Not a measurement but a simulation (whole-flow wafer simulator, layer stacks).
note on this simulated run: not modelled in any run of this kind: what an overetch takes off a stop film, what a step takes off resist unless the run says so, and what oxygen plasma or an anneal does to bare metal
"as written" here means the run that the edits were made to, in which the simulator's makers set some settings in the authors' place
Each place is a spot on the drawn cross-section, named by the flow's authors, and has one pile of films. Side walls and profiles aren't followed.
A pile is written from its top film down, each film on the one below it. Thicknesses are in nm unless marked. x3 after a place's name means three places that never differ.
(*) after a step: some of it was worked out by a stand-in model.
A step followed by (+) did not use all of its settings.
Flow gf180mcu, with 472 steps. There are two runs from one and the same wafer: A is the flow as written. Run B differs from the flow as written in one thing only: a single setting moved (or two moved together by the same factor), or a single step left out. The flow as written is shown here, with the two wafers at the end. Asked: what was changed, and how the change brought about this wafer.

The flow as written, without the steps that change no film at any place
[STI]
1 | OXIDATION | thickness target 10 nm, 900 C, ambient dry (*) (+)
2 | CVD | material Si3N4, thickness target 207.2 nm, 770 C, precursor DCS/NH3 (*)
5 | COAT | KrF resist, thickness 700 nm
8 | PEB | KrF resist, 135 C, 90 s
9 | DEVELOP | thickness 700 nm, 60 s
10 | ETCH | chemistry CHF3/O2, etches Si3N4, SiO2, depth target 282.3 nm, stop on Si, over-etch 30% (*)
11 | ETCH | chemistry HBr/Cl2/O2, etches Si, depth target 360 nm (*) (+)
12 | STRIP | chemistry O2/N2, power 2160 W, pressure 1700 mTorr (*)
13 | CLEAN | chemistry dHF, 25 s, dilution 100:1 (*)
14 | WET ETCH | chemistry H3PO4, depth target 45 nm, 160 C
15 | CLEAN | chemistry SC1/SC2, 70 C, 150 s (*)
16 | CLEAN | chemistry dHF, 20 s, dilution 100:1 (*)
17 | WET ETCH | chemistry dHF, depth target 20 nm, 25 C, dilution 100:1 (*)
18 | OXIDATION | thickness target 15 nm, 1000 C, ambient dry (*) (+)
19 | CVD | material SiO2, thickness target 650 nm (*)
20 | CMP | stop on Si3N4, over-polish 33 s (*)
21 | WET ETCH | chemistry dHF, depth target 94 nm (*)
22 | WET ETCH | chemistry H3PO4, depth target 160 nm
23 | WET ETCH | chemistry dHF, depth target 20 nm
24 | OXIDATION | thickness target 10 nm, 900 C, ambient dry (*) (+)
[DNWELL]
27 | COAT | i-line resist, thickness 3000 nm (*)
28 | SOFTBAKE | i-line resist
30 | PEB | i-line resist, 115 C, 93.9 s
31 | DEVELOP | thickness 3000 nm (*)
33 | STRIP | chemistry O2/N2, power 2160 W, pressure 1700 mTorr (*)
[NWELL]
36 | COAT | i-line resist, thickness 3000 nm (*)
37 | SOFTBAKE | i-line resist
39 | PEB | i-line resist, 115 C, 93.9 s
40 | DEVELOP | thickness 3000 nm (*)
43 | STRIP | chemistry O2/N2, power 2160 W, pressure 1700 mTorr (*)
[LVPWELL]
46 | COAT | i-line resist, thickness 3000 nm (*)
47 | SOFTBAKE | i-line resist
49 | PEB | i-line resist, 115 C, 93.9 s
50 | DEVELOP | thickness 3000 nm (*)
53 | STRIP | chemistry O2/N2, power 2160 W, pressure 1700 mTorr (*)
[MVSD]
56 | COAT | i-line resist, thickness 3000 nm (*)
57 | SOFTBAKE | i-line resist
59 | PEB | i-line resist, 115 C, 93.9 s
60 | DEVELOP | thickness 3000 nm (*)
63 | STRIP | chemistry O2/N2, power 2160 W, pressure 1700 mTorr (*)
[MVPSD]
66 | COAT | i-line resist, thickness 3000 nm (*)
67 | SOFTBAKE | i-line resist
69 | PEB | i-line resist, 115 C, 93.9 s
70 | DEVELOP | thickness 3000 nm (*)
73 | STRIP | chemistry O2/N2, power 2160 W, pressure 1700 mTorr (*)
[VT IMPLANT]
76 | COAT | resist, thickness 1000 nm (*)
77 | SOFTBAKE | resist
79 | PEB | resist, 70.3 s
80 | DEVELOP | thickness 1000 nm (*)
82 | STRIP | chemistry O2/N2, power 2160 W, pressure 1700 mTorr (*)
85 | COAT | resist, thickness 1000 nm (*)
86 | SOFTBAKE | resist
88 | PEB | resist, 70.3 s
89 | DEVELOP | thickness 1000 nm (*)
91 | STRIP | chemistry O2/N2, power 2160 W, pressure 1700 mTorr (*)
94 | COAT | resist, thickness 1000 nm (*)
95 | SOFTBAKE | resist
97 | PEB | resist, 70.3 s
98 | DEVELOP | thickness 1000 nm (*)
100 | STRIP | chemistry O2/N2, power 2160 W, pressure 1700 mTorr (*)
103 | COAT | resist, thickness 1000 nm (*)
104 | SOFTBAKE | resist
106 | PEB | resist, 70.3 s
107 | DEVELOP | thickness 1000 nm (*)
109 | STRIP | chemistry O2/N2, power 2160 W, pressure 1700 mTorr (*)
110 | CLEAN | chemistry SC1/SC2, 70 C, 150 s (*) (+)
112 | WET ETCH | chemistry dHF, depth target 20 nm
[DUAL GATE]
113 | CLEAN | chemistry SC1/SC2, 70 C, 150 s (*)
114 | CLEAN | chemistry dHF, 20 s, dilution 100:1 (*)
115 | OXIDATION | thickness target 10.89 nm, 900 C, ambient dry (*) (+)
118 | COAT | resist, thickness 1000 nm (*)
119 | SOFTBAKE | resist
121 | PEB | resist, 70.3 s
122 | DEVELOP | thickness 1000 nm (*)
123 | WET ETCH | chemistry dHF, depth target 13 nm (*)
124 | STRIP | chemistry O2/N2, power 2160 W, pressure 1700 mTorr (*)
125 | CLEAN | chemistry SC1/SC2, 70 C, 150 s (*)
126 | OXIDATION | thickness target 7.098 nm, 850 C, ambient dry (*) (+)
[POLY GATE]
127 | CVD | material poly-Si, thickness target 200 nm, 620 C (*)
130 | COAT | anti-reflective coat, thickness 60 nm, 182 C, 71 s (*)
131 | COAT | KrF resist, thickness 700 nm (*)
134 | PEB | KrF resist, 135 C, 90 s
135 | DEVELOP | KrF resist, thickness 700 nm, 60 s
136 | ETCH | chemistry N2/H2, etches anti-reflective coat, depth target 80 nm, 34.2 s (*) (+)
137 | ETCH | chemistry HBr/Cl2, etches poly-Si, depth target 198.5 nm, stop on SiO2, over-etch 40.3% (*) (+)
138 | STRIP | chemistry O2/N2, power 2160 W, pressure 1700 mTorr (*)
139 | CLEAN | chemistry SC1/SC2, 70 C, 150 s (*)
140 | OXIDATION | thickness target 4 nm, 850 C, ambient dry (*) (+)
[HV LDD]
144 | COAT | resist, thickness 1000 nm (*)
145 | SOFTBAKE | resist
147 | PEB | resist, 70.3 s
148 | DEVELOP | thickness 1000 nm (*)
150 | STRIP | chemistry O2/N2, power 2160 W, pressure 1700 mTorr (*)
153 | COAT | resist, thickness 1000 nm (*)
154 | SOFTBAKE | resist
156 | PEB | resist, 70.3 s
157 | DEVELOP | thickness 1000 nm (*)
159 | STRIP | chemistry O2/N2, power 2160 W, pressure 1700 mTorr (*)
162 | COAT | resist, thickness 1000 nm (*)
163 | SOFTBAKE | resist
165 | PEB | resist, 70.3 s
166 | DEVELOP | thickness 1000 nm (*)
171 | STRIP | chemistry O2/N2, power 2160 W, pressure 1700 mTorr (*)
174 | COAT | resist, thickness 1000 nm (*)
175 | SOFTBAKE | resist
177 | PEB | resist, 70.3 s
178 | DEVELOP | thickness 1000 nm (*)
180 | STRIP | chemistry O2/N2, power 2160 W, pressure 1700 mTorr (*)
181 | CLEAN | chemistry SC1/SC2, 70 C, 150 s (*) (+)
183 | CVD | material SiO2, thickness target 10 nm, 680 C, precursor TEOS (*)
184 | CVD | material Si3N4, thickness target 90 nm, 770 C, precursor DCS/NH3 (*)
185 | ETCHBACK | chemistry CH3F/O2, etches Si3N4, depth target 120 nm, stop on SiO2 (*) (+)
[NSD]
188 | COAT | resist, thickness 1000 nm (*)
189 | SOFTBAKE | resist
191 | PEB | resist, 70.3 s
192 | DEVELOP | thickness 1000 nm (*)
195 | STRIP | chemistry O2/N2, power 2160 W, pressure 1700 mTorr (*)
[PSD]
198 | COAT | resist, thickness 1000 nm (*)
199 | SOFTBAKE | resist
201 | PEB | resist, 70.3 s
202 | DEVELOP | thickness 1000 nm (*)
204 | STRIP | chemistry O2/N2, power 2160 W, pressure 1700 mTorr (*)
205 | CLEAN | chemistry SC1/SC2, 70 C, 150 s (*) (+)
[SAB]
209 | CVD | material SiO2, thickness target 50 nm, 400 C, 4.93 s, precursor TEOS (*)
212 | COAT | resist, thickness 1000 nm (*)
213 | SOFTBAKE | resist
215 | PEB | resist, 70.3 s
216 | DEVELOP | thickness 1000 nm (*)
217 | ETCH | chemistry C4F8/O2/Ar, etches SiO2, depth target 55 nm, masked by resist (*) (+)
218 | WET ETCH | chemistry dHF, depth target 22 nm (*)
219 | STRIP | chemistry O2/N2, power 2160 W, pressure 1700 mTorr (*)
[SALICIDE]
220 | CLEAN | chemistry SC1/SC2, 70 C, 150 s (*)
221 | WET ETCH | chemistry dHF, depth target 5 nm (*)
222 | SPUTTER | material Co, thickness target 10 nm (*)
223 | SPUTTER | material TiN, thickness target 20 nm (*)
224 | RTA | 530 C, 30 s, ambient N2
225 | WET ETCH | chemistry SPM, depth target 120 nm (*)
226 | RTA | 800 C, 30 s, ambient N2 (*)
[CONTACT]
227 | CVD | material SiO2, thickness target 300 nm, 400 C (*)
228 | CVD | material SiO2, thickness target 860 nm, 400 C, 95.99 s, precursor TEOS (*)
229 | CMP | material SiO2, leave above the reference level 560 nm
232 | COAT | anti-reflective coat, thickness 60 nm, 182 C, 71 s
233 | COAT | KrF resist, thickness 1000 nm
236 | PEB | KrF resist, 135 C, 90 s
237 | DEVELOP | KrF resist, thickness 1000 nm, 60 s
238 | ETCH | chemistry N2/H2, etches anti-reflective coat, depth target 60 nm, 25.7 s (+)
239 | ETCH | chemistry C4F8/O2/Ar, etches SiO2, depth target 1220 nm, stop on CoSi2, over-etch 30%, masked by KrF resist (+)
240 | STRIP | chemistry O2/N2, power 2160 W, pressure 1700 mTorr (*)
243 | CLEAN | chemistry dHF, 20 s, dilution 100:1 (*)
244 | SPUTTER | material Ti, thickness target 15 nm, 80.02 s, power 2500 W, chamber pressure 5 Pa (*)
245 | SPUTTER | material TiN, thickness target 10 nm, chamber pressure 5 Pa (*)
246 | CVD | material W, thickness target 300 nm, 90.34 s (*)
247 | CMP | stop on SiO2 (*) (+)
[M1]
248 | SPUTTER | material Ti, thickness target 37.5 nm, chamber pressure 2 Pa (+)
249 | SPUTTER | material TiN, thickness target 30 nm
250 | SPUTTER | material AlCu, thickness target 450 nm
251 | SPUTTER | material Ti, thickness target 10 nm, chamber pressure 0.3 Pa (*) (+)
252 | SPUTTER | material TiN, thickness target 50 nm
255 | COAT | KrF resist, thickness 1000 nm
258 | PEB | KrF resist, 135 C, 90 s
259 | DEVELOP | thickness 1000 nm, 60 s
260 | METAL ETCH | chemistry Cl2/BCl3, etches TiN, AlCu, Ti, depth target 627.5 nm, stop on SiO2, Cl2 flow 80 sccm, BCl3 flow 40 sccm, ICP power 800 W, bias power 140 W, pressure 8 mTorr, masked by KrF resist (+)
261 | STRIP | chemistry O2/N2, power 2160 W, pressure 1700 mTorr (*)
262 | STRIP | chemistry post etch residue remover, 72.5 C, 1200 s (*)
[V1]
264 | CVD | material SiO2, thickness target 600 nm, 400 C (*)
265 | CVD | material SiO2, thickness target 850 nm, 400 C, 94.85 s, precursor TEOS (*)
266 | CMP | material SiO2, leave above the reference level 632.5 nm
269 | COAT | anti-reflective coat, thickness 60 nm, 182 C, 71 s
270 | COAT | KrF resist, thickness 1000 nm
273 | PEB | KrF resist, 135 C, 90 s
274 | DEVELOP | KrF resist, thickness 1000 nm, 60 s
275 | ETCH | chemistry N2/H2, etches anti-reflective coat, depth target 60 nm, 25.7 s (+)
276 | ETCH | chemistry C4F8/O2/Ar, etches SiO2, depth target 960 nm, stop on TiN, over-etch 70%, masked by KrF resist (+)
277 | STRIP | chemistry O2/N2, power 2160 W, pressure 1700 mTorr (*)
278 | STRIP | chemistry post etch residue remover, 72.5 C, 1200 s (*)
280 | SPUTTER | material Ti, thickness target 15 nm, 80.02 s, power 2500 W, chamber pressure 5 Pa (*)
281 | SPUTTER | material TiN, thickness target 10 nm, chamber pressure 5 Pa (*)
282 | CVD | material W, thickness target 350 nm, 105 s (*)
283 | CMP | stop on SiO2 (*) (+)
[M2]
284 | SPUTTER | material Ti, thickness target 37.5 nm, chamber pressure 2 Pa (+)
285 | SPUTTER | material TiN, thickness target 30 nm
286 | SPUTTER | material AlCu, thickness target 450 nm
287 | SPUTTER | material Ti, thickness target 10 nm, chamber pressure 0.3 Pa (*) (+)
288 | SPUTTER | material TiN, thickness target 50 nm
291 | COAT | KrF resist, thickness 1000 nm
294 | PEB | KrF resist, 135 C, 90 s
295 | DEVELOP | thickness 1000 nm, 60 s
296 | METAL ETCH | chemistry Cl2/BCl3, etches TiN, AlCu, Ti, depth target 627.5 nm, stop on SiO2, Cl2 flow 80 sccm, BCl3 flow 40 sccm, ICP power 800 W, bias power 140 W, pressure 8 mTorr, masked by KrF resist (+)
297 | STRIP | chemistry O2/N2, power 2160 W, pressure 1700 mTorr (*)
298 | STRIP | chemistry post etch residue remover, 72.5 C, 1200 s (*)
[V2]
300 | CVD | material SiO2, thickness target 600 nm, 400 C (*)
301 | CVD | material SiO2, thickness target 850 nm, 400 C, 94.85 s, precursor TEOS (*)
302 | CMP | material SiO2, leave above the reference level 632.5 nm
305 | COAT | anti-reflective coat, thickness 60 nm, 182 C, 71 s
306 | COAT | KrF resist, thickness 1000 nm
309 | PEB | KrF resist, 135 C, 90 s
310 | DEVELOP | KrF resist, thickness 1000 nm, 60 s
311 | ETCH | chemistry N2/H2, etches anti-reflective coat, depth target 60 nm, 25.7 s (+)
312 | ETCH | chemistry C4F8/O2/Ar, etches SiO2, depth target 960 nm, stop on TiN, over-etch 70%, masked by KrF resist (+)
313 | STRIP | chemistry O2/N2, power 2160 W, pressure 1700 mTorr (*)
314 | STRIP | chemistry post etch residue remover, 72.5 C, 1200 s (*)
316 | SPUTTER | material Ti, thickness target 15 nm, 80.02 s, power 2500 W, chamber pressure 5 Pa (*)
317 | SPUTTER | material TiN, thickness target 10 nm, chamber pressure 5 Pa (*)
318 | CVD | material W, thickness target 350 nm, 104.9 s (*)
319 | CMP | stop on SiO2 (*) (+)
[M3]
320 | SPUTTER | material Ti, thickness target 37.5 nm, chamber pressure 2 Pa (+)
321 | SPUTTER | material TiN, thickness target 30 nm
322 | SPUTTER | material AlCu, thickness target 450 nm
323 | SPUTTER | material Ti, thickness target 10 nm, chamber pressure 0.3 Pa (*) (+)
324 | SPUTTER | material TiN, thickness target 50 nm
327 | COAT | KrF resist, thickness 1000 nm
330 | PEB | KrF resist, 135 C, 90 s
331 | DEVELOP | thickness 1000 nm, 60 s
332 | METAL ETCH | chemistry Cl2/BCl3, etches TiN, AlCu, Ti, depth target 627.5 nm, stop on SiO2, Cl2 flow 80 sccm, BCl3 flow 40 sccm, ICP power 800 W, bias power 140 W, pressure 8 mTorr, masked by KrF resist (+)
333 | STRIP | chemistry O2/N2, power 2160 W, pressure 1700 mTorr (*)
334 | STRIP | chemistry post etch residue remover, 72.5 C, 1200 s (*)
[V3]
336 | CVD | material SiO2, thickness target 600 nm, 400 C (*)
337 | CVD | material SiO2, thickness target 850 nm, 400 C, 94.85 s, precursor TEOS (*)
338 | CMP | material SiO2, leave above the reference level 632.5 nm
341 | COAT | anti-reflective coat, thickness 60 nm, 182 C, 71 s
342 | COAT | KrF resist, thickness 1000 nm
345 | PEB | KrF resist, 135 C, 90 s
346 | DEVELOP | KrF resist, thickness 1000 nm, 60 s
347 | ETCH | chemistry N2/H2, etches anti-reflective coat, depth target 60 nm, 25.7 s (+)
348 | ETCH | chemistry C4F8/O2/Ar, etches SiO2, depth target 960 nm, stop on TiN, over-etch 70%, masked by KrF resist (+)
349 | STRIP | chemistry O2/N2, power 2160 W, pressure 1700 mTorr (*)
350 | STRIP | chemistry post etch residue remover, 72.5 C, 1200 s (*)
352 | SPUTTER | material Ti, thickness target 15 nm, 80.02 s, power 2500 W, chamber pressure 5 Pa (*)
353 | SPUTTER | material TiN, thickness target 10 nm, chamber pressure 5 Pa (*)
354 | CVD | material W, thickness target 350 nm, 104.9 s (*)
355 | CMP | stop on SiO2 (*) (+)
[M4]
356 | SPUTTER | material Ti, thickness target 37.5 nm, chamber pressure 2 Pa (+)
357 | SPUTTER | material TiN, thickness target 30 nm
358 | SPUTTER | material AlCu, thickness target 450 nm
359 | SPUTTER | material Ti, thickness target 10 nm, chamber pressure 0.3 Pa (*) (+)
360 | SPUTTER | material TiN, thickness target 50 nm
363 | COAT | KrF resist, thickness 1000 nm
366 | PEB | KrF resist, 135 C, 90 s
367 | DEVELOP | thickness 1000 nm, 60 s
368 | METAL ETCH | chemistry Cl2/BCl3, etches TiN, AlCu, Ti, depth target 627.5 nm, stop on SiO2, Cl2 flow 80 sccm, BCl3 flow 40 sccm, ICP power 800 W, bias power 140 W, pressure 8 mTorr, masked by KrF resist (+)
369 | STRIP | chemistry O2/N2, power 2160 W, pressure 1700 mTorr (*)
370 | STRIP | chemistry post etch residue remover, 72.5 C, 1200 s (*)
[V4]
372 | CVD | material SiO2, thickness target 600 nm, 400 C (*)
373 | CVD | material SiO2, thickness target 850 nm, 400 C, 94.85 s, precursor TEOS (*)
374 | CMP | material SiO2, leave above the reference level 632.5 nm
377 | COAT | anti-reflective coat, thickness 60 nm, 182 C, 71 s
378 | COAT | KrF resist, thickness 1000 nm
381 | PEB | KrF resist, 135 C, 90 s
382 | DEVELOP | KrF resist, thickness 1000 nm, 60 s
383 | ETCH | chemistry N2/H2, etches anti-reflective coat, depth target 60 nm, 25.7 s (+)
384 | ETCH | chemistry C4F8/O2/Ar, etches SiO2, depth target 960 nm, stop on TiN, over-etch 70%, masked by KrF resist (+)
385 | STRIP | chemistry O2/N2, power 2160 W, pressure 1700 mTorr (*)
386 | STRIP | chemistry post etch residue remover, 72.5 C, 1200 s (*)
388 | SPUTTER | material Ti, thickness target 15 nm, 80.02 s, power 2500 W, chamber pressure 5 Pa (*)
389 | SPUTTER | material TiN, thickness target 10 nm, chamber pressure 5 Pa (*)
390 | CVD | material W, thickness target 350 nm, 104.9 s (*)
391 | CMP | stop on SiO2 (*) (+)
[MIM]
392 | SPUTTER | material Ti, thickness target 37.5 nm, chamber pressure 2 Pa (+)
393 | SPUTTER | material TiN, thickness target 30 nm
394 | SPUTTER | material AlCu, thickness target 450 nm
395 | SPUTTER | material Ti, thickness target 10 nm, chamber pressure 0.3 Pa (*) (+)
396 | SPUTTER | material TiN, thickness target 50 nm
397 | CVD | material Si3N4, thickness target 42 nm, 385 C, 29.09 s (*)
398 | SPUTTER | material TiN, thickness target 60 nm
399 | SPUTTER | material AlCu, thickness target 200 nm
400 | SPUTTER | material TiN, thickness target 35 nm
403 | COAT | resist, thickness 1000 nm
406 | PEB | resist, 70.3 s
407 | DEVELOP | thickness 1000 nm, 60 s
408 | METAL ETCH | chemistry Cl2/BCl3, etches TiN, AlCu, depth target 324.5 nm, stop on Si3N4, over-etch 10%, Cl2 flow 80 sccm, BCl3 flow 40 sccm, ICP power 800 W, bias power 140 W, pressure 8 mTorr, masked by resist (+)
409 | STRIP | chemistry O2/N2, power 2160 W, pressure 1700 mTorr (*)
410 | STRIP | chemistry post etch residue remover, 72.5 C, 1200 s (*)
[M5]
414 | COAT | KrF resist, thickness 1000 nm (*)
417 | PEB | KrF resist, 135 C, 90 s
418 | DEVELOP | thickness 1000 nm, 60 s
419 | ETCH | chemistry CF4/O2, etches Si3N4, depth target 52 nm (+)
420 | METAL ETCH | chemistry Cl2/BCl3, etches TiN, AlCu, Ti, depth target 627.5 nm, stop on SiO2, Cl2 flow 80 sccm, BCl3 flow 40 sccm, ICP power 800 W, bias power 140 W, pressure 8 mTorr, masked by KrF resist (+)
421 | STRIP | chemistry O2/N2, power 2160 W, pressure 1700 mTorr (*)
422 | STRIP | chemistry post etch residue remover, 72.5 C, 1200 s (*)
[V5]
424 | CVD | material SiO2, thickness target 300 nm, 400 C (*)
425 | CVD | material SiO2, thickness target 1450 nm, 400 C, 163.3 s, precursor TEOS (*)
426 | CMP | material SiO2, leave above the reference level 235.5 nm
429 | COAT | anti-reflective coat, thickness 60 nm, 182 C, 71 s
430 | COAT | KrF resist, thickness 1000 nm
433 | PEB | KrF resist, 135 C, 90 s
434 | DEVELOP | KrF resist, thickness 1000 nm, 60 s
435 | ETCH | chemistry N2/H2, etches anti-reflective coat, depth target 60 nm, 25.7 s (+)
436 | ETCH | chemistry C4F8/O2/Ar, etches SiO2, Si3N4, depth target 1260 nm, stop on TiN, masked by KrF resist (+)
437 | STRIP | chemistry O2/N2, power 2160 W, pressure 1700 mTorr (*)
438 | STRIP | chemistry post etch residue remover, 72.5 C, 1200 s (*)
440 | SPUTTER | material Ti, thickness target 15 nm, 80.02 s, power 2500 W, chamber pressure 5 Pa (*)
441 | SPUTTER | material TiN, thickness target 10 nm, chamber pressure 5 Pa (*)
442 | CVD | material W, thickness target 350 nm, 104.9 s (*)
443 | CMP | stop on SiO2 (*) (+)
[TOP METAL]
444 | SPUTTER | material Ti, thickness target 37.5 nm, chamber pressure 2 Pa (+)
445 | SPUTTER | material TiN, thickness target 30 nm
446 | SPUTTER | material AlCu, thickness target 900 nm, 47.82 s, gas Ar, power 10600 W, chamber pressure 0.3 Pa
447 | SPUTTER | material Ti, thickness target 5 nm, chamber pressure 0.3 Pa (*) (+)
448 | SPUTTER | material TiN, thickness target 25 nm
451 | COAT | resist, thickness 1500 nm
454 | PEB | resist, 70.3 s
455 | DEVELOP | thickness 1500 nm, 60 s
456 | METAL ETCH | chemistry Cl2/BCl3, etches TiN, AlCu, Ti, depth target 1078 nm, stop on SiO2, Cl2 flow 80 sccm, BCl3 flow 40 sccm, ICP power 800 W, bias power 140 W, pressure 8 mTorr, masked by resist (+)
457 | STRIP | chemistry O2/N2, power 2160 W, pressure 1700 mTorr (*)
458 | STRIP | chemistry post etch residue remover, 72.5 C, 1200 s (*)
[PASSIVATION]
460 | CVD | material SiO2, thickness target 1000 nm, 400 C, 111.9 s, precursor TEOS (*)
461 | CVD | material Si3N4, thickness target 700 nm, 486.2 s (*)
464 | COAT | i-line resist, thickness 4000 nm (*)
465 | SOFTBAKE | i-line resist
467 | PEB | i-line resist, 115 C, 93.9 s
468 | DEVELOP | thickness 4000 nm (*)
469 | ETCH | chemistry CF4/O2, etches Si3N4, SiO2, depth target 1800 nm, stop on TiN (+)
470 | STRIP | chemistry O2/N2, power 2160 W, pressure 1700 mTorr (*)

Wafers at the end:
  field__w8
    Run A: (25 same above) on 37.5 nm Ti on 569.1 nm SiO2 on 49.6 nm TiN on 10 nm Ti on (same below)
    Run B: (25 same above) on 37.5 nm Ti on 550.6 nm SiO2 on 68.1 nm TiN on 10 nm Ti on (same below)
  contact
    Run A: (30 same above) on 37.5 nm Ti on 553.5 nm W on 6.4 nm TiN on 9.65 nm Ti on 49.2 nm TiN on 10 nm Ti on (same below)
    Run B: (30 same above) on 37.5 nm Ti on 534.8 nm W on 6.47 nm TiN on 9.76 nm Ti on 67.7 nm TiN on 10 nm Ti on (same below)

Cause: step 288, SPUTTER: thickness target 68.5 nm was run, while the flow as written has thickness target 50 nm.

Step by step, how the change led to this:
  288 | SPUTTER | material TiN, thickness target 50 nm
      field, field__w1, field__w2 and 108 more: A TiN gains 50 (new film) | B TiN gains 68.5 (new film)
  296 | METAL ETCH | chemistry Cl2/BCl3, etches TiN, AlCu, Ti, depth target 627.5 nm, stop on SiO2, Cl2 flow 80 sccm, BCl3 flow 40 sccm, ICP power 800 W, bias power 140 W, pressure 8 mTorr, masked by KrF resist (+)
      field, field__w1, field__w2 and 103 more: A TiN loses 50 (all of it), Ti loses 10 (all of it), AlCu loses 450 (all of it), TiN loses 30 (all of it), Ti loses 37.5 (all of it) | B TiN loses 68.5 (all of it), Ti loses 10 (all of it), AlCu loses 450 (all of it), TiN loses 30 (all of it), Ti loses 37.5 (all of it)
  302 | CMP | material SiO2, leave above the reference level 632.5 nm
      field__w8, contact, m1, m1__w1, m1_nw: A SiO2 loses 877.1 | B SiO2 loses 895.6
  312 | ETCH | chemistry C4F8/O2/Ar, etches SiO2, depth target 960 nm, stop on TiN, over-etch 70%, masked by KrF resist (+)
      contact: A SiO2 loses 572.5 (all of it) | B SiO2 loses 554 (all of it)
  318 | CVD | material W, thickness target 350 nm, 104.9 s (*)
      contact: A W gains 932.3 (new film) | B W gains 913.6 (new film)
